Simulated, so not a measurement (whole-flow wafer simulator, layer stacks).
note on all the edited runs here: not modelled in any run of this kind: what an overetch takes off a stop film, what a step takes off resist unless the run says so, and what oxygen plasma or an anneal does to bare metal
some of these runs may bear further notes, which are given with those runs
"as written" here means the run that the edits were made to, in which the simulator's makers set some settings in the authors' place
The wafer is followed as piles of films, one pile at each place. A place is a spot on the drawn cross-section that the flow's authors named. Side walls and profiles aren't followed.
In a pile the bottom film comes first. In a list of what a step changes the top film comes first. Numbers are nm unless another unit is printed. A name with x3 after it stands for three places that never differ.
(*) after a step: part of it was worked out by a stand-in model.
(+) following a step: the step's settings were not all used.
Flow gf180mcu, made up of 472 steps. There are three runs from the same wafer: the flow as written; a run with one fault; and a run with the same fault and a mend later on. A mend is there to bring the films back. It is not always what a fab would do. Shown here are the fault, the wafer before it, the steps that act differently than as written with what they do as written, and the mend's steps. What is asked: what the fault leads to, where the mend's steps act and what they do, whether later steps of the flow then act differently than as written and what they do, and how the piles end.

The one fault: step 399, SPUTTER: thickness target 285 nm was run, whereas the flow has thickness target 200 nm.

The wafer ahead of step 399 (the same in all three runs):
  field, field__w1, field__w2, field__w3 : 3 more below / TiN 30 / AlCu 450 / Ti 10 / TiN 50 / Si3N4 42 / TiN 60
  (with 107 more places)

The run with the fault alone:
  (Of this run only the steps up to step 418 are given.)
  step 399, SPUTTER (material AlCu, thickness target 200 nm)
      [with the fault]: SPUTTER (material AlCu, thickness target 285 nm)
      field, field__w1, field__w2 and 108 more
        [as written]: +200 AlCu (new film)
        [with the fault]: +285 AlCu (new film)
  Later steps of the flow acting differently than as written (3 other steps are not shown; they differ only slightly, by no more than 2% or 0.5 nm, whichever is larger):
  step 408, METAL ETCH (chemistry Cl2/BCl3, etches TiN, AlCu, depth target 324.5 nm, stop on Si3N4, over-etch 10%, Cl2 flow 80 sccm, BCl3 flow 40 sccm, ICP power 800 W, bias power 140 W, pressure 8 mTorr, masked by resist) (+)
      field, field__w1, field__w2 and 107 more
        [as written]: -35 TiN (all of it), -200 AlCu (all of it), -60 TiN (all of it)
        [with the fault]: -35 TiN (all of it), -285 AlCu (all of it), -4.5 TiN
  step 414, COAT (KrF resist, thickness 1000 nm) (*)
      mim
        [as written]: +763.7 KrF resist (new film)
        [with the fault]: +741.4 KrF resist (new film)
  After step 418, at field, field__w1, field__w2 and 109 more, the piles differ from the flow's by more than 2% or 0.5 nm, whichever is larger.
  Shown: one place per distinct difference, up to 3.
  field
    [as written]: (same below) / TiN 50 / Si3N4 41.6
    [with the fault]: (same below) / TiN 50 / Si3N4 42 / TiN 55.1
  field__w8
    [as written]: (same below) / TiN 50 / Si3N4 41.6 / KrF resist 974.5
    [with the fault]: (same below) / TiN 50 / Si3N4 42 / TiN 55.1 / KrF resist 974.5
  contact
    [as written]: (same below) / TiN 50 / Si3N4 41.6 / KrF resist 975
    [with the fault]: (same below) / TiN 50 / Si3N4 42 / TiN 55.1 / KrF resist 975

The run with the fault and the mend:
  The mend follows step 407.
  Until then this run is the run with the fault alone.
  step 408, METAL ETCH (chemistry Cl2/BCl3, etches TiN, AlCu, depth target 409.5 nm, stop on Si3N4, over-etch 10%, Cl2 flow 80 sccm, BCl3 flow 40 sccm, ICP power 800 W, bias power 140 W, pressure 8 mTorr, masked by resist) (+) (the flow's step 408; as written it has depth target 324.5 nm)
      field, field__w1, field__w2 and 107 more
        -35 TiN (all of it), -285 AlCu (all of it), -60 TiN (all of it)
      mim
        -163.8 resist
  Later steps of the flow acting differently than as written (3 other steps are not shown; they differ only slightly, by no more than 2% or 0.5 nm, whichever is larger):
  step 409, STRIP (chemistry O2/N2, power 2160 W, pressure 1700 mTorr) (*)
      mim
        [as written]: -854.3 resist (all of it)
        [with the mend]: -820.3 resist (all of it)
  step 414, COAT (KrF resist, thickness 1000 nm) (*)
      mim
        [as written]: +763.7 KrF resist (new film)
        [with the mend]: +700.2 KrF resist (new film)
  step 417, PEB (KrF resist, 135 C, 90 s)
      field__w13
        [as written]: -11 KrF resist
        [with the mend]: -11.6 KrF resist
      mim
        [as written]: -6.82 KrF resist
        [with the mend]: -5.84 KrF resist
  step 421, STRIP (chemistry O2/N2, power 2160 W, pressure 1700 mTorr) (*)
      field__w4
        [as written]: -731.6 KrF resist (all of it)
        [with the mend]: -746.6 KrF resist (all of it)
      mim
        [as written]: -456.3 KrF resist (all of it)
        [with the mend]: -393.8 KrF resist (all of it)
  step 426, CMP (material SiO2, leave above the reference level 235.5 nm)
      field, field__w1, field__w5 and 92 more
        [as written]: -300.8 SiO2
        [with the mend]: -215.8 SiO2
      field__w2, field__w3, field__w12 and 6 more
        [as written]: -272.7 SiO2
        [with the mend]: -187.7 SiO2
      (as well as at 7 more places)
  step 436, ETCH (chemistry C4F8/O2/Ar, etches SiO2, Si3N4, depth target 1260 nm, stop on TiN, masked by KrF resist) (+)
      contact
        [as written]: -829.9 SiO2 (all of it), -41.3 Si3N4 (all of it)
        [with the mend]: -914.9 SiO2 (all of it), -41.3 Si3N4 (all of it)
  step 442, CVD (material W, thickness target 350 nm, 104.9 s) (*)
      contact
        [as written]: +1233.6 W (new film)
        [with the mend]: +1319.2 W (new film)
  At field__w4, field__w8, contact, m1, m1__w1, mim, mim_1p0, m1_nw, the piles at the end differ from the flow's by more than 2% or 0.5 nm, whichever is larger.
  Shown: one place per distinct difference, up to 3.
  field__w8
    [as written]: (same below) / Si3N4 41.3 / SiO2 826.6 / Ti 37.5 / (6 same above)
    [with the mend]: (same below) / Si3N4 41.3 / SiO2 911.6 / Ti 37.5 / (6 same above)
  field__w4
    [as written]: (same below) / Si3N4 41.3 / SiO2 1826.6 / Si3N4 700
    [with the mend]: (same below) / Si3N4 41.3 / SiO2 1911.6 / Si3N4 700
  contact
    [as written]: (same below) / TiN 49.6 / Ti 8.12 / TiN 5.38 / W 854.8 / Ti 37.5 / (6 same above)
    [with the mend]: (same below) / TiN 49.6 / Ti 7.73 / TiN 5.12 / W 940.4 / Ti 37.5 / (6 same above)
